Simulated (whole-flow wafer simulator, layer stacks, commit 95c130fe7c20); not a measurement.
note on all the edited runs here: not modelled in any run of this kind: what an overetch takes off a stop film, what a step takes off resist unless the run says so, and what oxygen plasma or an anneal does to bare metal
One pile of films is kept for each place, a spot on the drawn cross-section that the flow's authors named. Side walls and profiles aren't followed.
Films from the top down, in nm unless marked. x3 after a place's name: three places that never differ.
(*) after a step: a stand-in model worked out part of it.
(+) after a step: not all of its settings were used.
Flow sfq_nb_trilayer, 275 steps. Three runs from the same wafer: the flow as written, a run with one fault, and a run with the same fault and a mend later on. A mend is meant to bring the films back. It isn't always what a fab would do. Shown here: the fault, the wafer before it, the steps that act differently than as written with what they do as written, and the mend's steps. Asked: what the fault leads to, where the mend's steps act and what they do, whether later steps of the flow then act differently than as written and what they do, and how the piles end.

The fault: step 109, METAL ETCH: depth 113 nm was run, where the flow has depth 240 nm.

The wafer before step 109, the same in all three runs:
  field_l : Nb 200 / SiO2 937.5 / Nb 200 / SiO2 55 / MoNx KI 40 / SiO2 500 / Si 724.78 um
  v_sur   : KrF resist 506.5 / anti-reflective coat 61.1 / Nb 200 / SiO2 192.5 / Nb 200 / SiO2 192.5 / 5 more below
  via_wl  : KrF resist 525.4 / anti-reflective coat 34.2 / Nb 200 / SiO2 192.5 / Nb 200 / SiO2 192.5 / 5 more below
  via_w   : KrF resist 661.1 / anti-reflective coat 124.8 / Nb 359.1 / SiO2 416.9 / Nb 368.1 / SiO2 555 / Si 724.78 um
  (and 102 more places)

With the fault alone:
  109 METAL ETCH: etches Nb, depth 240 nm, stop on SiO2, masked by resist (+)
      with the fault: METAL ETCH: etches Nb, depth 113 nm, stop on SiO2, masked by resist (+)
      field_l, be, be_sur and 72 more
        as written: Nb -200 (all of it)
        with the fault: Nb -113
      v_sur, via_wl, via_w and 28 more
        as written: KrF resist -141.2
        with the fault: KrF resist -66.5
  Later steps of the flow that act differently than as written:
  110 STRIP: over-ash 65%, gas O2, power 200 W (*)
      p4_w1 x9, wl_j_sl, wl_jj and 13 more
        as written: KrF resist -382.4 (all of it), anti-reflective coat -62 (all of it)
        with the fault: KrF resist -457.1 (all of it), anti-reflective coat -62 (all of it)
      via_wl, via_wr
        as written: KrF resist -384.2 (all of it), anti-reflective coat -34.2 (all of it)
        with the fault: KrF resist -458.9 (all of it), anti-reflective coat -34.2 (all of it)
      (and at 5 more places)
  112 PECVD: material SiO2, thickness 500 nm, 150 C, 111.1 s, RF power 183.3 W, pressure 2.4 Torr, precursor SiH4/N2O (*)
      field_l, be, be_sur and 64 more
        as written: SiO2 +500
        with the fault: SiO2 +500 (new film)
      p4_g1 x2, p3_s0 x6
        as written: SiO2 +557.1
        with the fault: SiO2 +500 (new film)
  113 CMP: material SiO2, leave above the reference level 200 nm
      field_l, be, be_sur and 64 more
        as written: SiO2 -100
        with the fault: SiO2 -187
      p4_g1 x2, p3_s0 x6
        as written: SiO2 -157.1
        with the fault: SiO2 -187
  At the end the piles differ from the flow's by more than 2% or 0.5 nm, whichever is larger, at field_l, be, be_sur and 72 more.
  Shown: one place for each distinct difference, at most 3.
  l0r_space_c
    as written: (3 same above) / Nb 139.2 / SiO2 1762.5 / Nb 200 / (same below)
    with the fault: (3 same above) / Nb 139.2 / SiO2 698 / Nb 87 / SiO2 977.5 / Nb 200 / (same below)
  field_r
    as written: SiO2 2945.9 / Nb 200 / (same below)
    with the fault: SiO2 1881.4 / Nb 87 / SiO2 977.5 / Nb 200 / (same below)
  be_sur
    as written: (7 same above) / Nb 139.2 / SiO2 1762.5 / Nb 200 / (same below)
    with the fault: (7 same above) / Nb 139.2 / SiO2 698 / Nb 87 / SiO2 977.5 / Nb 200 / (same below)

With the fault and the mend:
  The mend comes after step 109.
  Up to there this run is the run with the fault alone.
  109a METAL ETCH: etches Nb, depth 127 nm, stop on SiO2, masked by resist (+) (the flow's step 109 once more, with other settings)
      field_l, be, be_sur and 72 more
        Nb -87 (all of it)
      v_sur, via_wl, via_w and 28 more
        KrF resist -74.7
  No later step of the flow acts differently than as written at any place that is followed.
  At the end the piles are the same as the flow's at every place that both follow.
